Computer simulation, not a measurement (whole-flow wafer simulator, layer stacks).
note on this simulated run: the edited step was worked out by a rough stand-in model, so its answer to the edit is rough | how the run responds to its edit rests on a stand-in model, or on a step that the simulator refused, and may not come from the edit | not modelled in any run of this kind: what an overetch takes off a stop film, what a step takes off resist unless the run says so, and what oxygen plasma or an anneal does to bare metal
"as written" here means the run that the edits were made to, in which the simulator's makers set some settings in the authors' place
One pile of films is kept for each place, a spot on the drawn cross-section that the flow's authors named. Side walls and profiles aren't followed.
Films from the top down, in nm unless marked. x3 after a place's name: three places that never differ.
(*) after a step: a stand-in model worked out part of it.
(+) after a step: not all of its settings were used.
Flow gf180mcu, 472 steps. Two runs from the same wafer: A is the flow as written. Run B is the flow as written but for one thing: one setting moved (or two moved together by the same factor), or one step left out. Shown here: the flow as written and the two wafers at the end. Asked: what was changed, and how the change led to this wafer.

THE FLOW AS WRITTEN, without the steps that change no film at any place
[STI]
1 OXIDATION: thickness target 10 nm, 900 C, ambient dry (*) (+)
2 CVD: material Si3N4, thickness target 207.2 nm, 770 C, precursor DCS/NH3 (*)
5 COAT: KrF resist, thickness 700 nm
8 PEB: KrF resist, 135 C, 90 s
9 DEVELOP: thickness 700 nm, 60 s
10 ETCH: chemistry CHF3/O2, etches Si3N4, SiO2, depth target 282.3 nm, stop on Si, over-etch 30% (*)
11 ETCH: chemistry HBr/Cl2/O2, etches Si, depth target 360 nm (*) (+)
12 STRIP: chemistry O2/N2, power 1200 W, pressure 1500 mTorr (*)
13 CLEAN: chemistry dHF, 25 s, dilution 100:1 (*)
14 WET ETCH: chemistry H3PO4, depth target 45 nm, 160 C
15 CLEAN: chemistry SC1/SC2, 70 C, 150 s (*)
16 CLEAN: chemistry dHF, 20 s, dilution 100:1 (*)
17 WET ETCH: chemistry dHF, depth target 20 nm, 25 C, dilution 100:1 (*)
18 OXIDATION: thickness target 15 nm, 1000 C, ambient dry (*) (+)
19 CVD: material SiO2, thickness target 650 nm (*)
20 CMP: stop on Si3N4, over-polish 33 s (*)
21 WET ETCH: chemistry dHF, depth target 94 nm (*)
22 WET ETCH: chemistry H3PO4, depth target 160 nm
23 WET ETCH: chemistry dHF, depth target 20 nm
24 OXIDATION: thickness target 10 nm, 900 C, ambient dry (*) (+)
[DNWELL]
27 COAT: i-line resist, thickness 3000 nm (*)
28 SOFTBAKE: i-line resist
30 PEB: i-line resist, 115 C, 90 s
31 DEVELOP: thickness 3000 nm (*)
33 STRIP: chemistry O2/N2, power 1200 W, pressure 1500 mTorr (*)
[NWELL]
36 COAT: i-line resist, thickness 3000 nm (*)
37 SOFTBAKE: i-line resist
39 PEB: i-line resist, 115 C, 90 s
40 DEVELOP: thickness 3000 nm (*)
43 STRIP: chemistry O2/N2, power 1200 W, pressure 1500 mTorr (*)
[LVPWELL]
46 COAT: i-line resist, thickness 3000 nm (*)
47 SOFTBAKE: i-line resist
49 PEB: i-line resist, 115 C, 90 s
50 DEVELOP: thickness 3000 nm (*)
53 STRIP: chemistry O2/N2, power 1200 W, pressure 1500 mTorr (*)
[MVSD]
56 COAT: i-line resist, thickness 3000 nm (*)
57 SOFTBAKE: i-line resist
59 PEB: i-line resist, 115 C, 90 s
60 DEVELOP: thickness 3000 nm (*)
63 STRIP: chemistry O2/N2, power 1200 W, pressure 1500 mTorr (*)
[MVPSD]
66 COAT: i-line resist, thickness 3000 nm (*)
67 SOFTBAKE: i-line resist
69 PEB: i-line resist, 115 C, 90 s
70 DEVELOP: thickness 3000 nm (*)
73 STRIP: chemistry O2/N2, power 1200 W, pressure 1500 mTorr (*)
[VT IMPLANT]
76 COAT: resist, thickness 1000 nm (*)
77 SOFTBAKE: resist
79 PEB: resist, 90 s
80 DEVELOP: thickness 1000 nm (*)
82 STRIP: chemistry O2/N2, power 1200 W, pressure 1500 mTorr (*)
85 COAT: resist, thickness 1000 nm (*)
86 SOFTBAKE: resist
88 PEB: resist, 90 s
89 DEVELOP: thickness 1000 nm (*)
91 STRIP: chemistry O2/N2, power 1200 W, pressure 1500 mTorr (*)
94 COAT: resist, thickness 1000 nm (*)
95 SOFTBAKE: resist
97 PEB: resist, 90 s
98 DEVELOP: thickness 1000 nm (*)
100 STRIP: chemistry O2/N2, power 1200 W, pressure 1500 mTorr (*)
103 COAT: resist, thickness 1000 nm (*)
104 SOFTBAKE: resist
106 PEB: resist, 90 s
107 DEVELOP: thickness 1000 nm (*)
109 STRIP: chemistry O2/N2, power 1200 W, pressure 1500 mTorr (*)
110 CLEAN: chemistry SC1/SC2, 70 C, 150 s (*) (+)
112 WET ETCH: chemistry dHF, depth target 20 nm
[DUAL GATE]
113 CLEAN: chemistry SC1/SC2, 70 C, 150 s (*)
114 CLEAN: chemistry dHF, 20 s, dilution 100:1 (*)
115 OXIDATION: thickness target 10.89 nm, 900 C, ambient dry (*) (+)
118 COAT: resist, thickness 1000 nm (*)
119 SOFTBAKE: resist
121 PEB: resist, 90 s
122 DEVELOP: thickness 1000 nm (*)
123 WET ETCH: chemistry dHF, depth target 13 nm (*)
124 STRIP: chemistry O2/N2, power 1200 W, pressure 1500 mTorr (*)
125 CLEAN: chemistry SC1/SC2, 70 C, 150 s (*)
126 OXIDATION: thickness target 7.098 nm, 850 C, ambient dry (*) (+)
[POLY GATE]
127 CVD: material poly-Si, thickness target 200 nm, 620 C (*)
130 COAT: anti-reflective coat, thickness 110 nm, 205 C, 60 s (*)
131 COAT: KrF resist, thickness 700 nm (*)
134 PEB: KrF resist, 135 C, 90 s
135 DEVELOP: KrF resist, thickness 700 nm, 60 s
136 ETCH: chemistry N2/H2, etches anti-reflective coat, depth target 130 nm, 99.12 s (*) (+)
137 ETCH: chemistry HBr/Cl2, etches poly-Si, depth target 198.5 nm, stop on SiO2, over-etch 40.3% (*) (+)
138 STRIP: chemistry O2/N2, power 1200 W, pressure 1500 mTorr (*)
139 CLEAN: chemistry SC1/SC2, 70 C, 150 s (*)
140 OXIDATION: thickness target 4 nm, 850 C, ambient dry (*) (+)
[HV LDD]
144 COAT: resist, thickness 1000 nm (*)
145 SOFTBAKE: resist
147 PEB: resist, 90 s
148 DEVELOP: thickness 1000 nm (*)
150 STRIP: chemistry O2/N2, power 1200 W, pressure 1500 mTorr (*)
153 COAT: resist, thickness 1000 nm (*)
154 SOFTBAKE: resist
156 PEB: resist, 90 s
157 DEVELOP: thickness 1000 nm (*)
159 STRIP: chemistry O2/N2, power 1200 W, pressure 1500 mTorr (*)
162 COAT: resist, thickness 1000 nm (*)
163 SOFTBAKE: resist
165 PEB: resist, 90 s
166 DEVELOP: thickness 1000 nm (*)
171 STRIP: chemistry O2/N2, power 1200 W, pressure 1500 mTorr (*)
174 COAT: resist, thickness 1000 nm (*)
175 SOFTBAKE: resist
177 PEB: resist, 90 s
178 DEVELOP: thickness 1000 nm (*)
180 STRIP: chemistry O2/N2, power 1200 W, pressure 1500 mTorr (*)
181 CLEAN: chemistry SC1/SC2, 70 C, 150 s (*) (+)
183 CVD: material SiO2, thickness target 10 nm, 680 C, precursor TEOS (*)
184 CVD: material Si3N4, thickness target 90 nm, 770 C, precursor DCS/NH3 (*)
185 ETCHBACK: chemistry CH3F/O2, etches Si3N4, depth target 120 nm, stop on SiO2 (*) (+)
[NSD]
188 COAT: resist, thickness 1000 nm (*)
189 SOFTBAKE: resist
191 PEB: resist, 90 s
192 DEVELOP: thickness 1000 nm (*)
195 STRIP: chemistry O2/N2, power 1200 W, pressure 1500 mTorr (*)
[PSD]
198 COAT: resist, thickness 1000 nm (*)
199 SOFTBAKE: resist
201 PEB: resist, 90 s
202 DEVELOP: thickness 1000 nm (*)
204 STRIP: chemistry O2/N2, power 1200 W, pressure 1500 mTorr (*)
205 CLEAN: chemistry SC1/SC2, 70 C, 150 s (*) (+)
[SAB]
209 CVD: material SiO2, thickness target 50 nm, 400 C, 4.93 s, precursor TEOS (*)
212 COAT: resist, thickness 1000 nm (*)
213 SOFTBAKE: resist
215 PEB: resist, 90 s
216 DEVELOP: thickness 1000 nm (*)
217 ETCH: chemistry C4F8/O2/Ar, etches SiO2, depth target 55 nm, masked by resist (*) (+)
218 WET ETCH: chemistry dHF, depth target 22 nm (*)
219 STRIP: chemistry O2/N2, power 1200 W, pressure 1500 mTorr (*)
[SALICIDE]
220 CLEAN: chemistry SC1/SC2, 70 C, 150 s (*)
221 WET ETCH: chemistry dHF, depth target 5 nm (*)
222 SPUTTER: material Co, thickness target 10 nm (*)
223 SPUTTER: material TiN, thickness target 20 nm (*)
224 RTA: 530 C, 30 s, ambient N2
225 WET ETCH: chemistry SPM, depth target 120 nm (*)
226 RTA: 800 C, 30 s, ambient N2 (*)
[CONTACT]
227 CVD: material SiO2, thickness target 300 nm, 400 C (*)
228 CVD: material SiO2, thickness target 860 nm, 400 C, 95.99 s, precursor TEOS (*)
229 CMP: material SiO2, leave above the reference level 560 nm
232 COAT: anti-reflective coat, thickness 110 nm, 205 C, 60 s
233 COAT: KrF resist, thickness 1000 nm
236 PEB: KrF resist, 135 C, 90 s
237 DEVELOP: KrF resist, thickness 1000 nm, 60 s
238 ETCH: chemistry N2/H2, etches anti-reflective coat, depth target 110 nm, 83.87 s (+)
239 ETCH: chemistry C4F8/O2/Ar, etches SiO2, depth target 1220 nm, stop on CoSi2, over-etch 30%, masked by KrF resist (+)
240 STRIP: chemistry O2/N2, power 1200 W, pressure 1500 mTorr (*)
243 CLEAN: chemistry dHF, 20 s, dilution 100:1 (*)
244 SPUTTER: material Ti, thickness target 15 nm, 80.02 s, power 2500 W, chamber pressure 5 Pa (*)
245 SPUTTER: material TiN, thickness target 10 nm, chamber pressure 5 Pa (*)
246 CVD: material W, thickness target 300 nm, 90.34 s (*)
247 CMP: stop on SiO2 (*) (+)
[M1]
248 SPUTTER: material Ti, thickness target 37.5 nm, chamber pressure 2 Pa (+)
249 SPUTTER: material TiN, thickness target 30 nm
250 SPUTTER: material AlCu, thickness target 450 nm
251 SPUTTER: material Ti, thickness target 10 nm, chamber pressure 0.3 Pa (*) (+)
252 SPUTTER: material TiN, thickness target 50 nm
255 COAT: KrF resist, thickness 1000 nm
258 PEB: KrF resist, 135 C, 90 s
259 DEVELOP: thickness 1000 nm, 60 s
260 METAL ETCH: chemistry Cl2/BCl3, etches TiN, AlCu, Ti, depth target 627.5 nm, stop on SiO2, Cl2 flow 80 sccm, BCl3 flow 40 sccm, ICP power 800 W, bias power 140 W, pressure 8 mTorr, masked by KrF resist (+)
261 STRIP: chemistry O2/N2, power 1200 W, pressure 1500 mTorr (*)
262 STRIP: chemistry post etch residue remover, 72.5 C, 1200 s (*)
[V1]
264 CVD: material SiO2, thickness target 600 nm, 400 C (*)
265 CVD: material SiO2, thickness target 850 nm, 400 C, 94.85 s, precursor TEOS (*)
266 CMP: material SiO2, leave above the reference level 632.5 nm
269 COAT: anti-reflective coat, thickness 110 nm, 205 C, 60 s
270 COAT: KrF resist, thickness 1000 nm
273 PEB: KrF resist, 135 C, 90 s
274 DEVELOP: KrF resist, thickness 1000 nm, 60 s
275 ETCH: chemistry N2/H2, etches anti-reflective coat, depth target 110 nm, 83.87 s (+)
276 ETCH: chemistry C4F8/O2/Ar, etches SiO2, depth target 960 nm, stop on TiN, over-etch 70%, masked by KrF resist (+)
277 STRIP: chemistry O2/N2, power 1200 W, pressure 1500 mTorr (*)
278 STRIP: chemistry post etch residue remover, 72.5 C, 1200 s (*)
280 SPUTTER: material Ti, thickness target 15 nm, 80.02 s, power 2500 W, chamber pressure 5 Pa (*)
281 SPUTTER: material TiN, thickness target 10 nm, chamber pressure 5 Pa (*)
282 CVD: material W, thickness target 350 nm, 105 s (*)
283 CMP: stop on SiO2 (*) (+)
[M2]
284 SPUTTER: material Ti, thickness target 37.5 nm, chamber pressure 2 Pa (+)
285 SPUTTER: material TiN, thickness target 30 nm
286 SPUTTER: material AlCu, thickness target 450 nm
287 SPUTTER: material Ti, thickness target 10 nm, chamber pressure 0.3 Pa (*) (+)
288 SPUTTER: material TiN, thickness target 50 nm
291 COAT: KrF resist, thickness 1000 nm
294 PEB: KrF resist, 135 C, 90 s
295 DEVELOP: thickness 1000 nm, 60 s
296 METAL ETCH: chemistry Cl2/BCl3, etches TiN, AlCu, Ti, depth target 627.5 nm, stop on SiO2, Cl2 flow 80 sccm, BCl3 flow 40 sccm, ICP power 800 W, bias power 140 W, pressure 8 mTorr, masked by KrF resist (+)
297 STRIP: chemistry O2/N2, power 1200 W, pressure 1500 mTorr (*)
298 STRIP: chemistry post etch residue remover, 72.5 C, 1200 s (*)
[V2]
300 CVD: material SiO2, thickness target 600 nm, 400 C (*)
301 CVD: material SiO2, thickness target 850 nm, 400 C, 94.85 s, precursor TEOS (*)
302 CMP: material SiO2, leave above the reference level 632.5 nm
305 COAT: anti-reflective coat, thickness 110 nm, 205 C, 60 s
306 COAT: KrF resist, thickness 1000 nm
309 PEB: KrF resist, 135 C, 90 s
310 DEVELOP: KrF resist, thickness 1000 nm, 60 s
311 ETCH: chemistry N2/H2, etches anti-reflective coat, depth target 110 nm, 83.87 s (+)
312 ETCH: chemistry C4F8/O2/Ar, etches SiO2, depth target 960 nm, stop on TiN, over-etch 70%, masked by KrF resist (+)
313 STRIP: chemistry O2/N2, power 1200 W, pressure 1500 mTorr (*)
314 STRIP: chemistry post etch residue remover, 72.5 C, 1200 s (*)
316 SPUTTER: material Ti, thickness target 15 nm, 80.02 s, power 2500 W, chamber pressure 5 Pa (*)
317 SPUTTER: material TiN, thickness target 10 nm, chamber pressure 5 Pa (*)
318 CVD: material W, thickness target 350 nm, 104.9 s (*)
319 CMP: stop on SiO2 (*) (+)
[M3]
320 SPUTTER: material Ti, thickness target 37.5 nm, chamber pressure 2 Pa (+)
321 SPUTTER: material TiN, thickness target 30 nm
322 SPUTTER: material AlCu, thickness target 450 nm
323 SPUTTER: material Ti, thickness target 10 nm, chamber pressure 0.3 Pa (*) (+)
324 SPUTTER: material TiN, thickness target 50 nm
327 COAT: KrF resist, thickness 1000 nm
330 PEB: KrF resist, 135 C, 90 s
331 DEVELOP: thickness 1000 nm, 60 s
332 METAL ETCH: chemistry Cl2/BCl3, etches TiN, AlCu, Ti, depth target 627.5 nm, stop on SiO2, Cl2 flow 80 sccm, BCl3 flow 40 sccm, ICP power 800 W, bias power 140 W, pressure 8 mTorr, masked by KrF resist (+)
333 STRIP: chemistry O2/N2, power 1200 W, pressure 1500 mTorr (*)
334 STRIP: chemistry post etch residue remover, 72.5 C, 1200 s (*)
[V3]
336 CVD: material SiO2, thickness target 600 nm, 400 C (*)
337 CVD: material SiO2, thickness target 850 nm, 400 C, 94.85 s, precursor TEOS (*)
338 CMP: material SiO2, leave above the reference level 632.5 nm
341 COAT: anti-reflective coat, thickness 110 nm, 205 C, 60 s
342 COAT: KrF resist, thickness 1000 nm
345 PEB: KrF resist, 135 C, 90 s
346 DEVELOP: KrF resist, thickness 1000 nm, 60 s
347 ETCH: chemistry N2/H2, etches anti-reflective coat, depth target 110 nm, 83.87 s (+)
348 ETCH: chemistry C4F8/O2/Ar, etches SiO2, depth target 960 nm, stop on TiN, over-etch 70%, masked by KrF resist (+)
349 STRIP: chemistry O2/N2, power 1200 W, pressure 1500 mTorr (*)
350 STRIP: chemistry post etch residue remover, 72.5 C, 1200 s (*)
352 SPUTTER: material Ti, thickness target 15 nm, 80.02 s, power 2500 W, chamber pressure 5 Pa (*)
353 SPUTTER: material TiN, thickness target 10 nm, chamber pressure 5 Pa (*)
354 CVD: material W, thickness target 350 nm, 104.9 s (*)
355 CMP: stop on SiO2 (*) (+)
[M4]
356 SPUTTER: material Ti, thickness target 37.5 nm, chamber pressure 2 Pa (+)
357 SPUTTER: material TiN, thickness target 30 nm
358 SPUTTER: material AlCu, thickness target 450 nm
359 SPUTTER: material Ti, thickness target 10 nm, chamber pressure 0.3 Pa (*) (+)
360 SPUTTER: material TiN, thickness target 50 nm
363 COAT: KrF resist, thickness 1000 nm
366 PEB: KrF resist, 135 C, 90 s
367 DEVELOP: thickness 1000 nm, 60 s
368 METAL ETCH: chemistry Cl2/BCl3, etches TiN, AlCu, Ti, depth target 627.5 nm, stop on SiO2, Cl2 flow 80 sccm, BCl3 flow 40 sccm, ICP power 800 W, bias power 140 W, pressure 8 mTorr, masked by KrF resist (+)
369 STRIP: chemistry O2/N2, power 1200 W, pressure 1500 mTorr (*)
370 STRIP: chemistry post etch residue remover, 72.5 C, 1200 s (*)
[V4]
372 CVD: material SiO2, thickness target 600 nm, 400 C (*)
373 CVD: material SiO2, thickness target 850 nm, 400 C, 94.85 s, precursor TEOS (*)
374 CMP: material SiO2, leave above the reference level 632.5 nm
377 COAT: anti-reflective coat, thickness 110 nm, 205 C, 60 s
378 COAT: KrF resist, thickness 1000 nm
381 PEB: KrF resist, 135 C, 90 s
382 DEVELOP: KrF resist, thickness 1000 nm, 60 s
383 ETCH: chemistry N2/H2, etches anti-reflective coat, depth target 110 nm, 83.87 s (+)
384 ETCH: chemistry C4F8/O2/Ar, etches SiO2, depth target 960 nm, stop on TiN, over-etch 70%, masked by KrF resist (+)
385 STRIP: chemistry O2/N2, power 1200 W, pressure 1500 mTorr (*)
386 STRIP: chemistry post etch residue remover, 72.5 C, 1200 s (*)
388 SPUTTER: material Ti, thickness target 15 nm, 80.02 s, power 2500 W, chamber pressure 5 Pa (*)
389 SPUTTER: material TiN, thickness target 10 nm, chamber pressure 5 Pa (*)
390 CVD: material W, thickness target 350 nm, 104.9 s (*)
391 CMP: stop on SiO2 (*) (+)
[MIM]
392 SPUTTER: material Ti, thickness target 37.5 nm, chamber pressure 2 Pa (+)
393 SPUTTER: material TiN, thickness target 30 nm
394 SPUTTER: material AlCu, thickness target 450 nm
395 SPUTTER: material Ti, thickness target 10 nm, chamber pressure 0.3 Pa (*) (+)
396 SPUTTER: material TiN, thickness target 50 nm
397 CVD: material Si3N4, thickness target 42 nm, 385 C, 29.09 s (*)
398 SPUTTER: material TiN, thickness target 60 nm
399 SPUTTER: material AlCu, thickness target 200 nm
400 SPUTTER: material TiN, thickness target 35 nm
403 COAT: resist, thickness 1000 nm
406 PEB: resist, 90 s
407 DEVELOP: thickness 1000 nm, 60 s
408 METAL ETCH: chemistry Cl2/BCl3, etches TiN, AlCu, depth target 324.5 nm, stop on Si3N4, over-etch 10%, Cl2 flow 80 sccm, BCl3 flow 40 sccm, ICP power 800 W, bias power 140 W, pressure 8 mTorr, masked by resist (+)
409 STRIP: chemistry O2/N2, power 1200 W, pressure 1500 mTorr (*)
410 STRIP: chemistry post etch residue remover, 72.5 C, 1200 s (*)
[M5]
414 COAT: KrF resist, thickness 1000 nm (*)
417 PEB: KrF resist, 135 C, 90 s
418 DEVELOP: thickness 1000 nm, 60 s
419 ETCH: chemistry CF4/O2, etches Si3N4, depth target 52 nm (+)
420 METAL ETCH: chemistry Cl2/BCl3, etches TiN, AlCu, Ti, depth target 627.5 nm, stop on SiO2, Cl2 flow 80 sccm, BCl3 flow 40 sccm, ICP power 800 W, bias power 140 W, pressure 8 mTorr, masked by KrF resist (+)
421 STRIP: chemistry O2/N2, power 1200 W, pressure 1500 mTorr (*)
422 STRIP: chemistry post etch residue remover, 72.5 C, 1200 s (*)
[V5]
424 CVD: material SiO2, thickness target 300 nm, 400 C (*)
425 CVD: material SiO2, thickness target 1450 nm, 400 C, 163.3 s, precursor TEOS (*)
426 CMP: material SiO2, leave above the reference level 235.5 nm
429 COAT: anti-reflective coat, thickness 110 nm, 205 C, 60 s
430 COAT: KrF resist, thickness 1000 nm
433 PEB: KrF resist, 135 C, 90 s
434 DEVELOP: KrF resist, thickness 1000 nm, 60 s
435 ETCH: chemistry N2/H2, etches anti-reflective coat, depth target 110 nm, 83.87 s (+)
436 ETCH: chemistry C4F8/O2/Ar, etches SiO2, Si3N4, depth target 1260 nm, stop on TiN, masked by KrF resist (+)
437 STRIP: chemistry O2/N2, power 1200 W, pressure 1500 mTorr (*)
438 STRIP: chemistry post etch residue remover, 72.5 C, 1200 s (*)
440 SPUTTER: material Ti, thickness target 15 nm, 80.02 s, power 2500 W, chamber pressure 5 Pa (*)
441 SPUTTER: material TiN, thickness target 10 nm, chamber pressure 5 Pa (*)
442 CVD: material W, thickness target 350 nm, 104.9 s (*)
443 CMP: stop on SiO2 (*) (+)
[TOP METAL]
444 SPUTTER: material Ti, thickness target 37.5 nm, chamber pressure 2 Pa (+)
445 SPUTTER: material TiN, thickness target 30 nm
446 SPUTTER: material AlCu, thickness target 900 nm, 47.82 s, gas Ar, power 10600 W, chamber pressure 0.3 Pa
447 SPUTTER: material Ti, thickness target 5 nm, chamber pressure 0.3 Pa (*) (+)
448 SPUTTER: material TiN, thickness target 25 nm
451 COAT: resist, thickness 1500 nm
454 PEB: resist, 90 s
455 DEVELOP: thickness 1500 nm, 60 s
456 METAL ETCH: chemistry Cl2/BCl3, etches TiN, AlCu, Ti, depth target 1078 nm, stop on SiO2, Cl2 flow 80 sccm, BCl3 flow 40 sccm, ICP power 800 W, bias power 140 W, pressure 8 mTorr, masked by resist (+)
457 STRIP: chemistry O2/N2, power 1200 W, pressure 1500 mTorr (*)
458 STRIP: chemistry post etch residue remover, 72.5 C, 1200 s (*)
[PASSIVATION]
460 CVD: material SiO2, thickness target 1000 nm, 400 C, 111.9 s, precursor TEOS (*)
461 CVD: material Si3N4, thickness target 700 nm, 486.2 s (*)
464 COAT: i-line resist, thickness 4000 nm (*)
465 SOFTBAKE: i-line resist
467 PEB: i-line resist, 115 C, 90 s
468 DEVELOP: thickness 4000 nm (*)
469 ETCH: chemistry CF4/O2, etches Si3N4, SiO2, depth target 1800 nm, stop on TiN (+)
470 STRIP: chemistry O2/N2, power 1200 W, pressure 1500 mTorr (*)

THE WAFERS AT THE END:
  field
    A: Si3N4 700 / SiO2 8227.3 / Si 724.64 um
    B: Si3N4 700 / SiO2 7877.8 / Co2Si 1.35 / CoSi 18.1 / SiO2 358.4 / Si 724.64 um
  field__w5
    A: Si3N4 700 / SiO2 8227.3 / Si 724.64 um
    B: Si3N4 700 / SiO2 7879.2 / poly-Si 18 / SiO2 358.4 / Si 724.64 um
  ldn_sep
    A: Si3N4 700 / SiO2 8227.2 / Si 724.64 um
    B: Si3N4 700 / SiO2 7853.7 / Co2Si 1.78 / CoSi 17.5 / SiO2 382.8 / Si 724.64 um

The cause: step 127, CVD: thickness target 300 nm was run, where the flow has thickness target 200 nm.

How the change led to this, step by step:
  127 CVD: material poly-Si, thickness target 200 nm, 620 C (*)
      field, field__w1, field__w2 and 89 more: A poly-Si +200 (new film) | B poly-Si +300 (new film)
  137 ETCH: chemistry HBr/Cl2, etches poly-Si, depth target 198.5 nm, stop on SiO2, over-etch 40.3% (*) (+)
      field, field__w3, field__w12 and 10 more: A poly-Si -198.6 (all of it), SiO2 -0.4 | B poly-Si -278.5
      active, n_well, sd_p and 9 more: A poly-Si -198.7 (all of it), SiO2 -0.4 | B poly-Si -278.5
      (and at 39 more places)
  138 STRIP: chemistry O2/N2, power 1200 W, pressure 1500 mTorr (*)
      field, field__w1, field__w2 and 61 more: A nothing | B chemical SiO2 +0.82 (new film), poly-Si -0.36
  139 CLEAN: chemistry SC1/SC2, 70 C, 150 s (*)
      field, field__w1, field__w2 and 34 more: A SiO2 -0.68 | B chemical SiO2 -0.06, poly-Si -0.27
  140 OXIDATION: thickness target 4 nm, 850 C, ambient dry (*) (+)
      field, field__w1, field__w2 and 21 more: A SiO2 +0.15, Si -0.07 | B SiO2 +4 (new film), chemical SiO2 -0.76 (all of it), poly-Si -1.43
      active_hv, active_nat, ld_sd_n and 11 more: A SiO2 +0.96, Si -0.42 | B SiO2 +4 (new film), chemical SiO2 -0.76 (all of it), poly-Si -1.43
      (and at 26 more places)
  144 COAT: resist, thickness 1000 nm (*)
      field_sub__w4: A resist +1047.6 (new film) | B resist +1070.5 (new film)
      gate: A resist +837.4 (new film) | B resist +773 (new film)
      (and at 31 more places)
  145 SOFTBAKE: resist
      nw_enc_fld_lv__w3: A resist +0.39 | B resist -0.48
      ldn_sep__w1, ldp_sep: A resist +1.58 | B resist +2.38
      (and at 51 more places)
  147 PEB: resist, 90 s
      gate_p_hv, gate_hv5: A resist -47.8 | B resist -44.2
      npoly_u, gate_p_hv5: A resist -47.4 | B resist -43.6
      (and at 30 more places)
  148 DEVELOP: thickness 1000 nm (*)
      gate: A resist -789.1 (all of it) | B resist -727.7 (all of it)
      npoly_u: A resist -790.2 (all of it) | B resist -731.8 (all of it)
      (and at 3 more places)
  150 STRIP: chemistry O2/N2, power 1200 W, pressure 1500 mTorr (*)
      field_sub__w4: A resist -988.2 (all of it) | B resist -1009.8 (all of it)
      gate_hv: A resist -795.2 (all of it) | B resist -739.4 (all of it)
      (and at 26 more places)
  153 COAT: resist, thickness 1000 nm (*)
      field_sub__w4: A resist +1047.6 (new film) | B resist +1070.5 (new film)
      gate: A resist +837.4 (new film) | B resist +773 (new film)
      (and at 31 more places)
  154 SOFTBAKE: resist
      nw_enc_fld_lv__w3: A resist +0.39 | B resist -0.48
      ldn_sep__w1, ldp_sep: A resist +1.58 | B resist +2.38
      (and at 51 more places)
  156 PEB: resist, 90 s
      gate_p_hv, gate_hv5: A resist -47.8 | B resist -44.2
      npoly_u, gate_p_hv5: A resist -47.4 | B resist -43.6
      (and at 30 more places)
  157 DEVELOP: thickness 1000 nm (*)
      gate_p: A resist -795.2 (all of it) | B resist -735.7 (all of it)
      ppoly_u: A resist -793.1 (all of it) | B resist -735.6 (all of it)
      (and at 3 more places)
  159 STRIP: chemistry O2/N2, power 1200 W, pressure 1500 mTorr (*)
      field_sub__w4: A resist -988.2 (all of it) | B resist -1009.8 (all of it)
      gate: A resist -789.1 (all of it) | B resist -727.7 (all of it)
      (and at 26 more places)
  162 COAT: resist, thickness 1000 nm (*)
      field_sub__w4: A resist +1047.6 (new film) | B resist +1070.5 (new film)
      gate: A resist +837.4 (new film) | B resist +773 (new film)
      (and at 31 more places)
  ... 38 more steps ...
  246 CVD: material W, thickness target 300 nm, 90.34 s (*)
      polyc_n, polyc_p: A W +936 (new film) | B W +864.4 (new film)
Counting metal films that touch as one body, field has 1 body; the flow as written gives 0 bodies.
Counting metal films that touch as one body, ldn_sep has 1 body; the flow as written gives 0 bodies.
